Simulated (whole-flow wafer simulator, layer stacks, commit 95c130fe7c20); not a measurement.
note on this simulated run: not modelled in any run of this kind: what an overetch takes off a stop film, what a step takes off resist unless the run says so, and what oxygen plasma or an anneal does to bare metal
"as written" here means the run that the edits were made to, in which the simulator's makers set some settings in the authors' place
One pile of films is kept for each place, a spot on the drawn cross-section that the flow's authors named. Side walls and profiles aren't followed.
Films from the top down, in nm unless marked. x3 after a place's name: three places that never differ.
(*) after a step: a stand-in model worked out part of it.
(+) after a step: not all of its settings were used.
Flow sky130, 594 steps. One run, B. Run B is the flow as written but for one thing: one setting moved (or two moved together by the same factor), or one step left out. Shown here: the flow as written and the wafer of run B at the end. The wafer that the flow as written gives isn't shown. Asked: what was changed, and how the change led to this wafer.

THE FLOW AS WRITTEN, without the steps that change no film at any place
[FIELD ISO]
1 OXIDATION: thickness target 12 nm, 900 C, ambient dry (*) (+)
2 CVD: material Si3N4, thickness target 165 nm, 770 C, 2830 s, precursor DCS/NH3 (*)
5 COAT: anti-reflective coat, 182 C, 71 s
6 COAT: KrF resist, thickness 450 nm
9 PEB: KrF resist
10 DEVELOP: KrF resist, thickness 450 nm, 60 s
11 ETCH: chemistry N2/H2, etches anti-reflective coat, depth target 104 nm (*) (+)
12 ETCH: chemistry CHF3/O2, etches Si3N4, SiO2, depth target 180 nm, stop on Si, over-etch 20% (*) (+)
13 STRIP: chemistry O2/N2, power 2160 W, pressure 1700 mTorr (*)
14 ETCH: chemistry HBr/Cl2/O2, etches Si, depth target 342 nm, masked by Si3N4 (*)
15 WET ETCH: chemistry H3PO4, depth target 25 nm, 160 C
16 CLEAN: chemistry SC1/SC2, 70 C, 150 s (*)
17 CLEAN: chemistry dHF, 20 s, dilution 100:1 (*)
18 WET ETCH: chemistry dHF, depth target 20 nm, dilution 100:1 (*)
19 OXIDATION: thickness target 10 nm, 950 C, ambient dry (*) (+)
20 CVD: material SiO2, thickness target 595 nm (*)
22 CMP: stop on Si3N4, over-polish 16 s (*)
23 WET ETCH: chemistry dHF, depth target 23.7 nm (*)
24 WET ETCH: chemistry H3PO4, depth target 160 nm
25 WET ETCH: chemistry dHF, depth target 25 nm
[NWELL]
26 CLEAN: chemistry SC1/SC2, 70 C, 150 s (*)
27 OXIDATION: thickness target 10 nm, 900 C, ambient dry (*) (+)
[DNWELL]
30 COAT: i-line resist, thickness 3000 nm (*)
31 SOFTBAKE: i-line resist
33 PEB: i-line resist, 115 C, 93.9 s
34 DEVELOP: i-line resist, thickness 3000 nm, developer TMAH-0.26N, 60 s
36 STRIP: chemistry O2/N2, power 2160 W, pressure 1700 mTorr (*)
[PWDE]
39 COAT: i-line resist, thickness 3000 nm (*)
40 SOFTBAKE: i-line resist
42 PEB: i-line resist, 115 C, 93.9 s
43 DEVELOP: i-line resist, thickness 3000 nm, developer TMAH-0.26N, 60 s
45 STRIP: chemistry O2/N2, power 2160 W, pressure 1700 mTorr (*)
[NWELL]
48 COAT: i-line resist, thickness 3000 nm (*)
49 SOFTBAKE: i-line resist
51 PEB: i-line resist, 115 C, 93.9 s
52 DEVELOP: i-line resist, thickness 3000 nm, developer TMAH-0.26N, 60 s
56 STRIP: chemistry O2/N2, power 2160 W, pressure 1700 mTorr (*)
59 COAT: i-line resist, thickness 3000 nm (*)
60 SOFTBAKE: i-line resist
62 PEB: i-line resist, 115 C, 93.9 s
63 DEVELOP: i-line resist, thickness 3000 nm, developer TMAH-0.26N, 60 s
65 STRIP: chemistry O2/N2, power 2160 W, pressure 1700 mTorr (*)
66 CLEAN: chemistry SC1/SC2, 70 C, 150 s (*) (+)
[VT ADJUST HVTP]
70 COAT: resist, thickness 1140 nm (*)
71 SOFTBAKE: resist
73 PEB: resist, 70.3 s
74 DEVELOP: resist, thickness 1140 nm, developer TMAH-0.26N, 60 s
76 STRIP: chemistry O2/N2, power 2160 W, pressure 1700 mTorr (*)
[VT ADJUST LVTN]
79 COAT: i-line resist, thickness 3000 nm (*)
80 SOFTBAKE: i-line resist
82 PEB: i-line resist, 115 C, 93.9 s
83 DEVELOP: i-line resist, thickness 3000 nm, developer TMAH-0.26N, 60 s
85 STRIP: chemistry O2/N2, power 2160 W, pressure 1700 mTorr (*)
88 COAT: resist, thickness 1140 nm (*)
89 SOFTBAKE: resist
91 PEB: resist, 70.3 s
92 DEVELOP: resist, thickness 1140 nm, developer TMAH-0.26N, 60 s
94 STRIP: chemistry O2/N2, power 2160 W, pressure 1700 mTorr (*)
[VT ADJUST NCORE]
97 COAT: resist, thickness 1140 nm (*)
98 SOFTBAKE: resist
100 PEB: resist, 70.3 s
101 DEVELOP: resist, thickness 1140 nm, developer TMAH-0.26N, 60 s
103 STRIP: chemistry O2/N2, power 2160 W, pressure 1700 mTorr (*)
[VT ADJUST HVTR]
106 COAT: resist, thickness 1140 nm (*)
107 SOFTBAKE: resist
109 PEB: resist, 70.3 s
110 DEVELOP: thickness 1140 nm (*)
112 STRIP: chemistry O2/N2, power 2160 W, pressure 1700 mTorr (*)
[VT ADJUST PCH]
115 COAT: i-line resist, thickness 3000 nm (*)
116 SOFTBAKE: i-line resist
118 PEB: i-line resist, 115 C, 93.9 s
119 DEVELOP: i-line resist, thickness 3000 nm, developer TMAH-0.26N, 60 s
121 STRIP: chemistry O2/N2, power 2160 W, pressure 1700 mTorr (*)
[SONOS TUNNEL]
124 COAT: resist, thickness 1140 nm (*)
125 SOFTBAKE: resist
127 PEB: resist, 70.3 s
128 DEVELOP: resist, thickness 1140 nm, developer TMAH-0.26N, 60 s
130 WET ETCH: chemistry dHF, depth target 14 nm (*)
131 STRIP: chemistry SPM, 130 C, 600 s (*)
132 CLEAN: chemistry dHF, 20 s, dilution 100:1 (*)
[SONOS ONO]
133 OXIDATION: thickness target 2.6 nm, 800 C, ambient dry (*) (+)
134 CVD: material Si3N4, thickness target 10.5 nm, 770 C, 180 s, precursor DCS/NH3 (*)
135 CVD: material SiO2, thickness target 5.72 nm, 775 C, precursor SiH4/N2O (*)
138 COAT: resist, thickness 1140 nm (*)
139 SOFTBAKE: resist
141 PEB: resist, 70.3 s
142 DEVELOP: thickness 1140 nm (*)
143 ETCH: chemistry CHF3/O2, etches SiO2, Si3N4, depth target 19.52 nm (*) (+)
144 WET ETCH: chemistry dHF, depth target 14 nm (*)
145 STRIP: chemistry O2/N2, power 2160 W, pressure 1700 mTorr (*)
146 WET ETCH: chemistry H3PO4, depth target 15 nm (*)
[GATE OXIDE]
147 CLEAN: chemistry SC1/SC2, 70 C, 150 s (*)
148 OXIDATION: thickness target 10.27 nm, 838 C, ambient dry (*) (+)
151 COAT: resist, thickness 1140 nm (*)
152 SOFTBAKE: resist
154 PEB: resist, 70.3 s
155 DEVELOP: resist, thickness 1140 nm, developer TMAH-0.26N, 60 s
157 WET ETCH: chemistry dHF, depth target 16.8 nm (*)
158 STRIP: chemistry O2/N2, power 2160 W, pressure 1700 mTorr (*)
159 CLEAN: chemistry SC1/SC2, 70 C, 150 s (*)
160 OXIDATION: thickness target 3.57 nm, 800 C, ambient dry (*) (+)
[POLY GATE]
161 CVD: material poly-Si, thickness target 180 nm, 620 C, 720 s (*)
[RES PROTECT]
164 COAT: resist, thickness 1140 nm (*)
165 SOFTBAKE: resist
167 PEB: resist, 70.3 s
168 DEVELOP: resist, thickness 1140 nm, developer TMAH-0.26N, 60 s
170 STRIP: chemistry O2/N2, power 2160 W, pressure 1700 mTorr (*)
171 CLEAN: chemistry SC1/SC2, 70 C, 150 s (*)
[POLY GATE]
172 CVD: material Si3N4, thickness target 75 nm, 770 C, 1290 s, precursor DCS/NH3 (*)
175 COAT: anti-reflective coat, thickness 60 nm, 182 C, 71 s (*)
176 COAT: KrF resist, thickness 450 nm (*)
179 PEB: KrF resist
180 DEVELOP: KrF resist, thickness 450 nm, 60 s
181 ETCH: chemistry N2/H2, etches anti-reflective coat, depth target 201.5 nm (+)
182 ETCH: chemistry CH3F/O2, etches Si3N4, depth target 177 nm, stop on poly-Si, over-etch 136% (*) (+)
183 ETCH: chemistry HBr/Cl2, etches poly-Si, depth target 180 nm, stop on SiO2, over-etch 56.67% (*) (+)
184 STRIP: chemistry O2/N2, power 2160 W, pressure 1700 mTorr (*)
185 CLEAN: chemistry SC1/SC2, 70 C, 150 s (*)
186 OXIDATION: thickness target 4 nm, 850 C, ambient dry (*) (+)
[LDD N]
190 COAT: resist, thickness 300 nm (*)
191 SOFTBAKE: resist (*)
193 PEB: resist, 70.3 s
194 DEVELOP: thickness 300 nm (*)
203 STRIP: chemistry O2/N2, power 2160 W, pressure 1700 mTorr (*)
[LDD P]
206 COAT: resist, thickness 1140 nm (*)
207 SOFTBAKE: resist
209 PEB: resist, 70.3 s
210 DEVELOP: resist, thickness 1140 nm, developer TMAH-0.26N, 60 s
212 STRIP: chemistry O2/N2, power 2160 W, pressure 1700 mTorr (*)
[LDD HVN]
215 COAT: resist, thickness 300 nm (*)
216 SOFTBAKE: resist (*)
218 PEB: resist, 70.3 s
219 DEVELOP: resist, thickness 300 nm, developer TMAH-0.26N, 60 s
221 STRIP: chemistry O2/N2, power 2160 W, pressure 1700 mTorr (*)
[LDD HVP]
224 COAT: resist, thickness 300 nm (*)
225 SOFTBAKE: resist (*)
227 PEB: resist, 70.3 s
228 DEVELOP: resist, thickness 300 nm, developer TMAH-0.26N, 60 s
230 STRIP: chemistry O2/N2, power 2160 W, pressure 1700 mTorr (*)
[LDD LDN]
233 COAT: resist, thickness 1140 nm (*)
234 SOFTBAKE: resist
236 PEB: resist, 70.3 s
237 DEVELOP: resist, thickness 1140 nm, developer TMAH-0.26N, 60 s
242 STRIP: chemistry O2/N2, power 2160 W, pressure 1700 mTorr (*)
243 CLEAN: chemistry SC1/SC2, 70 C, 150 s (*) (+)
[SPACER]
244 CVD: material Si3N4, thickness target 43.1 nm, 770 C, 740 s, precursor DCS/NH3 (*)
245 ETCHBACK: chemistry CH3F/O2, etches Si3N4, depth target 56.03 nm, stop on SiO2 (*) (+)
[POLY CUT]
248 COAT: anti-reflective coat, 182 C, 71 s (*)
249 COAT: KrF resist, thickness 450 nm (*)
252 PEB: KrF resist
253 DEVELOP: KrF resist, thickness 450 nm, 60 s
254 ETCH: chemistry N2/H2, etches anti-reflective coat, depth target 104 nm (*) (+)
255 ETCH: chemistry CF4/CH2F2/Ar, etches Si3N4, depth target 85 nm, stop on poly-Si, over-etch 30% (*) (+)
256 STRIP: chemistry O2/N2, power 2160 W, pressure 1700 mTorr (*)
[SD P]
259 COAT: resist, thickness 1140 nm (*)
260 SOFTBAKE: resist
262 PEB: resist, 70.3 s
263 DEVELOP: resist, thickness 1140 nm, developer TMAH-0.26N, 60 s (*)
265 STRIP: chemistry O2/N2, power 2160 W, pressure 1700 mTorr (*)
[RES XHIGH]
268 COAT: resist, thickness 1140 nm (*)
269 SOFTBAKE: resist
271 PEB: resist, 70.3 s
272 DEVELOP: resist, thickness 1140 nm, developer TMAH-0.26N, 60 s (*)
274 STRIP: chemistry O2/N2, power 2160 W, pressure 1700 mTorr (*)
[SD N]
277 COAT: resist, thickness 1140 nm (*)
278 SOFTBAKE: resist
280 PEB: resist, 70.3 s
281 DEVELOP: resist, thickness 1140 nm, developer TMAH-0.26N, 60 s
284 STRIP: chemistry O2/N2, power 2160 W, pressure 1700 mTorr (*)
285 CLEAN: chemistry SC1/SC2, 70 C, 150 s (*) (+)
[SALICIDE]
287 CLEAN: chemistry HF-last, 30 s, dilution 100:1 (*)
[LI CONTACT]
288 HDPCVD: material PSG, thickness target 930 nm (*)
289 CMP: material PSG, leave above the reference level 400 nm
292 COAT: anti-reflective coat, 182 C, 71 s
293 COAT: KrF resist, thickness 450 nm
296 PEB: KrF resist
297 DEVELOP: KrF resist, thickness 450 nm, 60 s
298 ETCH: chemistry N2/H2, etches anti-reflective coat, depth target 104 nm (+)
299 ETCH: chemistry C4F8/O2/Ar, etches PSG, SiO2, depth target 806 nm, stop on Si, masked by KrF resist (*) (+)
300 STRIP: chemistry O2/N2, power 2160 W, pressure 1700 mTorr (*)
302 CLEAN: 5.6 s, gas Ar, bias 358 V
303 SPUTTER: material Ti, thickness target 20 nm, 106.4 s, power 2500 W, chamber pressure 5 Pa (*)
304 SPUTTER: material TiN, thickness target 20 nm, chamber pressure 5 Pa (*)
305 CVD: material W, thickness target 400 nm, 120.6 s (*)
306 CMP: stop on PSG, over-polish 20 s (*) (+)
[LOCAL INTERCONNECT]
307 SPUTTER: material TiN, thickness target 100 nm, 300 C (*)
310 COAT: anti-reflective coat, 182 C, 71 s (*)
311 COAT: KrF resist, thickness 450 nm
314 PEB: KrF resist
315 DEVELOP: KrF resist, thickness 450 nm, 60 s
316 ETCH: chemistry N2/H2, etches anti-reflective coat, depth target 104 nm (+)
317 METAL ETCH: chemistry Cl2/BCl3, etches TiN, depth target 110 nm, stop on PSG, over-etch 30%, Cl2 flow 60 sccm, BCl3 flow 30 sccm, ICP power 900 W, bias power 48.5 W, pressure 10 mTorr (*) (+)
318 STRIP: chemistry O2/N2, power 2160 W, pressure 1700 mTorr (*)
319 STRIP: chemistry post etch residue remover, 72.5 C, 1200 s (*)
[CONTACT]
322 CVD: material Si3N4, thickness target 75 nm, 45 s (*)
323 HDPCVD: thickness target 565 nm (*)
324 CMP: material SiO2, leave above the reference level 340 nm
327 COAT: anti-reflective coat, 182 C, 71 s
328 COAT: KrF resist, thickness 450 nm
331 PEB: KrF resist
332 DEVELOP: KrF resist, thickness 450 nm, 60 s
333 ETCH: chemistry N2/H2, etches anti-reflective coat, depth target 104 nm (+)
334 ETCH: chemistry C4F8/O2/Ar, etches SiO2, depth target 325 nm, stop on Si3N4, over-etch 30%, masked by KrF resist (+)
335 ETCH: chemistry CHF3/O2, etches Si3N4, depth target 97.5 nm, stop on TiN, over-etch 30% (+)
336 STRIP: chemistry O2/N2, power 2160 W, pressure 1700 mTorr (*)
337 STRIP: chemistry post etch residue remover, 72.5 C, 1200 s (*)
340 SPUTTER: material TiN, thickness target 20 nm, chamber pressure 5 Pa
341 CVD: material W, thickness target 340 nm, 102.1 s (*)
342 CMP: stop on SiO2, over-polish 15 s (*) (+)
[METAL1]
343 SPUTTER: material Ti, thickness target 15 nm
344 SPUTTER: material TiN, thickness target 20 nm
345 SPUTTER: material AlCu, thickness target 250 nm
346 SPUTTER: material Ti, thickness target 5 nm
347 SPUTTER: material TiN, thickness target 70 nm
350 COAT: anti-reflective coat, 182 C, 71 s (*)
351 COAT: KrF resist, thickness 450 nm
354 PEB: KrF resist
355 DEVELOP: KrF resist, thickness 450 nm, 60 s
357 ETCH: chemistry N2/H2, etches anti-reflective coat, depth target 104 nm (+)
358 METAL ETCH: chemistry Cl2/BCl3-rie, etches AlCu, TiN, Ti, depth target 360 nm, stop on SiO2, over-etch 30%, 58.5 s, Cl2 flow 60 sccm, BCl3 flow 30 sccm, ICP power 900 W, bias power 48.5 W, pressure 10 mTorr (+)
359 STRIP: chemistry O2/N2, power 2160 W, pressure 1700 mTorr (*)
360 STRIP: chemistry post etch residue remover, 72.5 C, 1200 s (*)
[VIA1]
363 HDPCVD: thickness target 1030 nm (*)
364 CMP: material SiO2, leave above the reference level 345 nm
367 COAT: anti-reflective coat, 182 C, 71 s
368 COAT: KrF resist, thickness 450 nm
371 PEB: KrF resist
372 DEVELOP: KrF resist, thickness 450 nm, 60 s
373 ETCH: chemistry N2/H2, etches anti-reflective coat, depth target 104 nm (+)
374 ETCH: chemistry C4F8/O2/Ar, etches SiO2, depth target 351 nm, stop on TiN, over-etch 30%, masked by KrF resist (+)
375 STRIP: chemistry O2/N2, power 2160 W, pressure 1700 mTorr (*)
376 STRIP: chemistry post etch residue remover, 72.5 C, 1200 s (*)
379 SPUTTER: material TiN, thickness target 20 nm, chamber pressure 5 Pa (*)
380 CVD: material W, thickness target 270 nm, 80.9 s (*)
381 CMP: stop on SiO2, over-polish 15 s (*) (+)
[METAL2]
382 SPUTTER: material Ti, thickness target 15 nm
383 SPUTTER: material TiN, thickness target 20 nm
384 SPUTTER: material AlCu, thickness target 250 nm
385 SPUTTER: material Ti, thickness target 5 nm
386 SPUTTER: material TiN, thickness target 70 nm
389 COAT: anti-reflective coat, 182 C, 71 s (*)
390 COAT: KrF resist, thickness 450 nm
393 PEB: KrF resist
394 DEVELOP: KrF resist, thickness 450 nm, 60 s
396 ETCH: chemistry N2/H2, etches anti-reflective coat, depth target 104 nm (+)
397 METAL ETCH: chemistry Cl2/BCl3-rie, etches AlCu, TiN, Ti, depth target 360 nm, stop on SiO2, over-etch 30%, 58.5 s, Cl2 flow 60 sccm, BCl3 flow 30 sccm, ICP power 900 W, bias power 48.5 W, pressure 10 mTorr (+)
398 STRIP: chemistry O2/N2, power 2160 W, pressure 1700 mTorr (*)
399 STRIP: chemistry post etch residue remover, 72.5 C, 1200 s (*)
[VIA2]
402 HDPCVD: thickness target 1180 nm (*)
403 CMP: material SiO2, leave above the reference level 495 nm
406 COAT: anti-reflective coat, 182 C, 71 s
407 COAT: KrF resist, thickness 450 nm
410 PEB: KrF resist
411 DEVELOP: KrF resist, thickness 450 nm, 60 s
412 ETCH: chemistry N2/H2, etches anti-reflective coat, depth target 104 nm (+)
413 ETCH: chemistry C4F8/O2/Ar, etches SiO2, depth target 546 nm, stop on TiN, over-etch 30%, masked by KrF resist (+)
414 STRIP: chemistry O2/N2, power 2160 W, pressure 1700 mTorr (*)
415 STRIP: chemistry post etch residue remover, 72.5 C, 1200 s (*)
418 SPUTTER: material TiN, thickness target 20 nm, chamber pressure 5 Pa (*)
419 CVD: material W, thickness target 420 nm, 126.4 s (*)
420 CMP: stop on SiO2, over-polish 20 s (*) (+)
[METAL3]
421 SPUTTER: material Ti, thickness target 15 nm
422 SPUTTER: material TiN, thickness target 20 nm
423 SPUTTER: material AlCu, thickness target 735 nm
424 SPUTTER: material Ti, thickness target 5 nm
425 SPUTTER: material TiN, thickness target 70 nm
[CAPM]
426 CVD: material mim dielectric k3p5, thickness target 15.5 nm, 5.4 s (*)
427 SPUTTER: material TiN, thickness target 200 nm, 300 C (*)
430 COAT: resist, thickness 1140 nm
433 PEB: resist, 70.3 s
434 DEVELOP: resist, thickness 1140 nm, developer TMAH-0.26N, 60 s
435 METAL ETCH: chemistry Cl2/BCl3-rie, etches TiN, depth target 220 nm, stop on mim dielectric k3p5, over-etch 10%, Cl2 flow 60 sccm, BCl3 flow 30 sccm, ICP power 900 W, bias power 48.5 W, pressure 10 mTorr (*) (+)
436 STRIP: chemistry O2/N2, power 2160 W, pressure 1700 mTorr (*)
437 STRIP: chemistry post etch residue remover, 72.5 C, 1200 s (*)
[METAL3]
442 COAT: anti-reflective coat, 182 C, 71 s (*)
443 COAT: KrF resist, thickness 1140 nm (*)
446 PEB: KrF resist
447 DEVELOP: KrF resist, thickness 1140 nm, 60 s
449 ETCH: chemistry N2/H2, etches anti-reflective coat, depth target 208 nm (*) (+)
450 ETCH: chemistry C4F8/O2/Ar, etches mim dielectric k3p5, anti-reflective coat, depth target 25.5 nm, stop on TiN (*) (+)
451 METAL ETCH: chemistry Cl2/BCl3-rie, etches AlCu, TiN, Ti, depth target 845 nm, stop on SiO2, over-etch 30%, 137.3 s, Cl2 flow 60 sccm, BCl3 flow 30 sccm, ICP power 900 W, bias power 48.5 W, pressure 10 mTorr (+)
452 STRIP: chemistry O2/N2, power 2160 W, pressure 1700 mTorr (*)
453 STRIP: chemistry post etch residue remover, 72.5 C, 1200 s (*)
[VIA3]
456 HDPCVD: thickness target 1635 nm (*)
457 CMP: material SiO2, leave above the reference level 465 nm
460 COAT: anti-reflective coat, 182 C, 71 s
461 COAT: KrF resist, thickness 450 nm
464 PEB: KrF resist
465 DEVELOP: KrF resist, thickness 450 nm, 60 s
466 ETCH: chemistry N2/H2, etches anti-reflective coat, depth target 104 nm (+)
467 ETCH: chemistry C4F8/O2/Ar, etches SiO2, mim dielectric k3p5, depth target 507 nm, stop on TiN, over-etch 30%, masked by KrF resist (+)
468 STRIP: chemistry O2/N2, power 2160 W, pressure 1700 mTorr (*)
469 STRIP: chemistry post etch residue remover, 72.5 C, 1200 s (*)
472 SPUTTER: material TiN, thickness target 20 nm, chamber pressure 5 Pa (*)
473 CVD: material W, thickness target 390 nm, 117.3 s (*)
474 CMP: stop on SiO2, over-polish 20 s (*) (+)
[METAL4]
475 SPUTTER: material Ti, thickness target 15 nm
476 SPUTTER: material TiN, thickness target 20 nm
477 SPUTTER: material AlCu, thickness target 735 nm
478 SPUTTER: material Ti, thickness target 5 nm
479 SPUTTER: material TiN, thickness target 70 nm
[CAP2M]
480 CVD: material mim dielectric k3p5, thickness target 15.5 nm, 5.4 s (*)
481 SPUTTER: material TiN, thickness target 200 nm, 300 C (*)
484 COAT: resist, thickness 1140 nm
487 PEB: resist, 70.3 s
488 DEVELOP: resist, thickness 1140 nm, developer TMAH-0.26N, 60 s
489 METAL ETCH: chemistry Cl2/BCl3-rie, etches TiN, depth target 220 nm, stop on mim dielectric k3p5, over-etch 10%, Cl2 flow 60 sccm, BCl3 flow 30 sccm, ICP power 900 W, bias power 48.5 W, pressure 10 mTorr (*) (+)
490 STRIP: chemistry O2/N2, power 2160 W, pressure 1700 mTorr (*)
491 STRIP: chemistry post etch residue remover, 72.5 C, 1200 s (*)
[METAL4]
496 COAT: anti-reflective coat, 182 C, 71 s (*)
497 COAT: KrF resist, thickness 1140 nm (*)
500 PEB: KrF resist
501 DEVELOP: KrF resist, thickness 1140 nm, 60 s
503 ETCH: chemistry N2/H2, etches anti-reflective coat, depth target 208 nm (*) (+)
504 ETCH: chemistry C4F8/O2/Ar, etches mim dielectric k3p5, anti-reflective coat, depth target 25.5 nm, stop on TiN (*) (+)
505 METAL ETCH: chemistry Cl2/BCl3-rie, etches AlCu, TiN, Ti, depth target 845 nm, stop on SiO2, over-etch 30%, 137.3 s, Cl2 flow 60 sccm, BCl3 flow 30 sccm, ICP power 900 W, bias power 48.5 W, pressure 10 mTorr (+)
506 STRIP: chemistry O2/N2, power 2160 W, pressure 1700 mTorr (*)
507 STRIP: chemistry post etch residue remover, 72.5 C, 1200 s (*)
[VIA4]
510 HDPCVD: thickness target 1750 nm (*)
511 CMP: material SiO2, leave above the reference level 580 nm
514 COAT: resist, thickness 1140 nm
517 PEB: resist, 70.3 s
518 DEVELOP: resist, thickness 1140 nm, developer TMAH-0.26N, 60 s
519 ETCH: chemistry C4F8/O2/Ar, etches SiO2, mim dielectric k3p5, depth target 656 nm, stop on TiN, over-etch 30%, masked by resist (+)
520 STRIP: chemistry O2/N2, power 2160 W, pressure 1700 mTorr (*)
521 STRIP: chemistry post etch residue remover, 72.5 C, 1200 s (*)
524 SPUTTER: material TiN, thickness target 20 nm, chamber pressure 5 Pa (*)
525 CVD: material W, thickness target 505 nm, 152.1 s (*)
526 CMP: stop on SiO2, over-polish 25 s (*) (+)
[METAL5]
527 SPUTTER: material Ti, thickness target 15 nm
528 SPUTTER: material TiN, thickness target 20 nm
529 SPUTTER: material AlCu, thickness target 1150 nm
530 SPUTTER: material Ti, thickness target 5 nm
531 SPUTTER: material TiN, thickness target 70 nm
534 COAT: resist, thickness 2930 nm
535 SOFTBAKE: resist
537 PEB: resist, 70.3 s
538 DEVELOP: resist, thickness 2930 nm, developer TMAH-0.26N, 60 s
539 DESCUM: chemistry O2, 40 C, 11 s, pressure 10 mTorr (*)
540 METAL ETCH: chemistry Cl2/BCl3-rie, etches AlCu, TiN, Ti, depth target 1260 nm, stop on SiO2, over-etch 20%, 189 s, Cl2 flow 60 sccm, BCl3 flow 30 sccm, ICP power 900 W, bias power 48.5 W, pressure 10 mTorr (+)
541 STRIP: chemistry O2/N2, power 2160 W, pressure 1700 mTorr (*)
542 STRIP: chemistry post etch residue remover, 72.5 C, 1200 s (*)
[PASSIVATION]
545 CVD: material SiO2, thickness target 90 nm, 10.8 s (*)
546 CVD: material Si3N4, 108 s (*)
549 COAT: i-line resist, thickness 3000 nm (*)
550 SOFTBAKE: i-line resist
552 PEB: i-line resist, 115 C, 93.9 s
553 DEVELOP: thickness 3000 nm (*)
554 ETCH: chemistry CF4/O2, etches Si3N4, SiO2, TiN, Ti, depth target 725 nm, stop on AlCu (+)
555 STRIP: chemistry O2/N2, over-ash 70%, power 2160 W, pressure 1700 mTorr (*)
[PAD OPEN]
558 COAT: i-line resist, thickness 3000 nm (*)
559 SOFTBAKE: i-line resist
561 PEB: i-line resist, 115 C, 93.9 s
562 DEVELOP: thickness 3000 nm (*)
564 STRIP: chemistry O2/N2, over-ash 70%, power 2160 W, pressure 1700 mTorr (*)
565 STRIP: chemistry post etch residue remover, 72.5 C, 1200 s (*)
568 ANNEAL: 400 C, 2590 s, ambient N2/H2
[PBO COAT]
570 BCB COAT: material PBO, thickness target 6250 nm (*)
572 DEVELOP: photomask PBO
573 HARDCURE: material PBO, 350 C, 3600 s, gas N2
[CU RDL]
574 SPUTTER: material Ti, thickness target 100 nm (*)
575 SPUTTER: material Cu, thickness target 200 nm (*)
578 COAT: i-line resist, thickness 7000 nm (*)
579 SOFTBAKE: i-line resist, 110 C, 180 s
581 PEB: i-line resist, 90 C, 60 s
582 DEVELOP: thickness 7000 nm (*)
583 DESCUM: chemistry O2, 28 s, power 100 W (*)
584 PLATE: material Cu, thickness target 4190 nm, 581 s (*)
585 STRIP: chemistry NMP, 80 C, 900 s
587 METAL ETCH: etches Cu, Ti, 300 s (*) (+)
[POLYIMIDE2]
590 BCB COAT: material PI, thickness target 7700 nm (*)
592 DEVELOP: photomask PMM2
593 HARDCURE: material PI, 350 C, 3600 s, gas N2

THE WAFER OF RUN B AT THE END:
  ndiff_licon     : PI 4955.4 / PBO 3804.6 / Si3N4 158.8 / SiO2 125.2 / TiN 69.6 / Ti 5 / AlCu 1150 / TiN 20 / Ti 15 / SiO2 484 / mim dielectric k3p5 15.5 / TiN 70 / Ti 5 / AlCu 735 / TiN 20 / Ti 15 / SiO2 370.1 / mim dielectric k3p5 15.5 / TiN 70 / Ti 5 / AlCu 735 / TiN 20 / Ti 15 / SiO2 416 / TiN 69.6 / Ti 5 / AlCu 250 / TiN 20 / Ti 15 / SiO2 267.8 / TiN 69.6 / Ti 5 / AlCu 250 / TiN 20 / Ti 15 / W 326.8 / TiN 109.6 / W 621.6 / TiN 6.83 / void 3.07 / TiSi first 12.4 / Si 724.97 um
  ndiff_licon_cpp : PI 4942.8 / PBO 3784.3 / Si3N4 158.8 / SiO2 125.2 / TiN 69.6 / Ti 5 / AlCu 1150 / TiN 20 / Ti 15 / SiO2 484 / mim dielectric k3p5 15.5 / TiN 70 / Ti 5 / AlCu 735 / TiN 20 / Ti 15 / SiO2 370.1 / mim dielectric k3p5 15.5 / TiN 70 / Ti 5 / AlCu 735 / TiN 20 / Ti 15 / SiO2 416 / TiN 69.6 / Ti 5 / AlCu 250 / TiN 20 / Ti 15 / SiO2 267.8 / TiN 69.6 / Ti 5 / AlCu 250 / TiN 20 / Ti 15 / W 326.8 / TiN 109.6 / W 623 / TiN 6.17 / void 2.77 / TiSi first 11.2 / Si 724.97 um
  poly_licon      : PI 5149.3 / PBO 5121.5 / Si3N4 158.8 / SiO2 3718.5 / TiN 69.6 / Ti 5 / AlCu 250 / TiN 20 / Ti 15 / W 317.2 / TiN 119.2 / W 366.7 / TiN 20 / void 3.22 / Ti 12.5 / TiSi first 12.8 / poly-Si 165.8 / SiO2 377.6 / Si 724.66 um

The cause: step 593, HARDCURE: 420 C was run, where the flow has 350 C.

How the change led to this, step by step:
  593 HARDCURE: material PI, 350 C, 3600 s, gas N2
      ndiff_licon: PI -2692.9, void +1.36, Ti -3.22 (all of it), TiSi first +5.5, Si -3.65 (as written it would be: PI -2692.9, void +0.07, Ti -0.17, TiSi first +0.28, Si -0.19)
      ndiff_licon_cpp: PI -2692.3, void +1.06, Ti -2.51 (all of it), TiSi first +4.29, Si -2.85 (as written it would be: PI -2692.3, void +0.07, Ti -0.17, TiSi first +0.28, Si -0.19)
      (and at 2 more places)
Counting metal films that touch as one body, ndiff_licon has 5 bodies (between them, from the top down: SiO2 484 / mim dielectric k3p5 15.5; SiO2 370.1 / mim dielectric k3p5 15.5; SiO2 416; SiO2 267.8); the flow as written gives 6 bodies (between them, from the top down: SiO2 484 / mim dielectric k3p5 15.5; SiO2 370.1 / mim dielectric k3p5 15.5; SiO2 416; SiO2 267.8; void 1.78).
Counting metal films that touch as one body, ndiff_licon_cpp has 5 bodies (between them, from the top down: SiO2 484 / mim dielectric k3p5 15.5; SiO2 370.1 / mim dielectric k3p5 15.5; SiO2 416; SiO2 267.8); the flow as written gives 6 bodies (between them, from the top down: SiO2 484 / mim dielectric k3p5 15.5; SiO2 370.1 / mim dielectric k3p5 15.5; SiO2 416; SiO2 267.8; void 1.78).
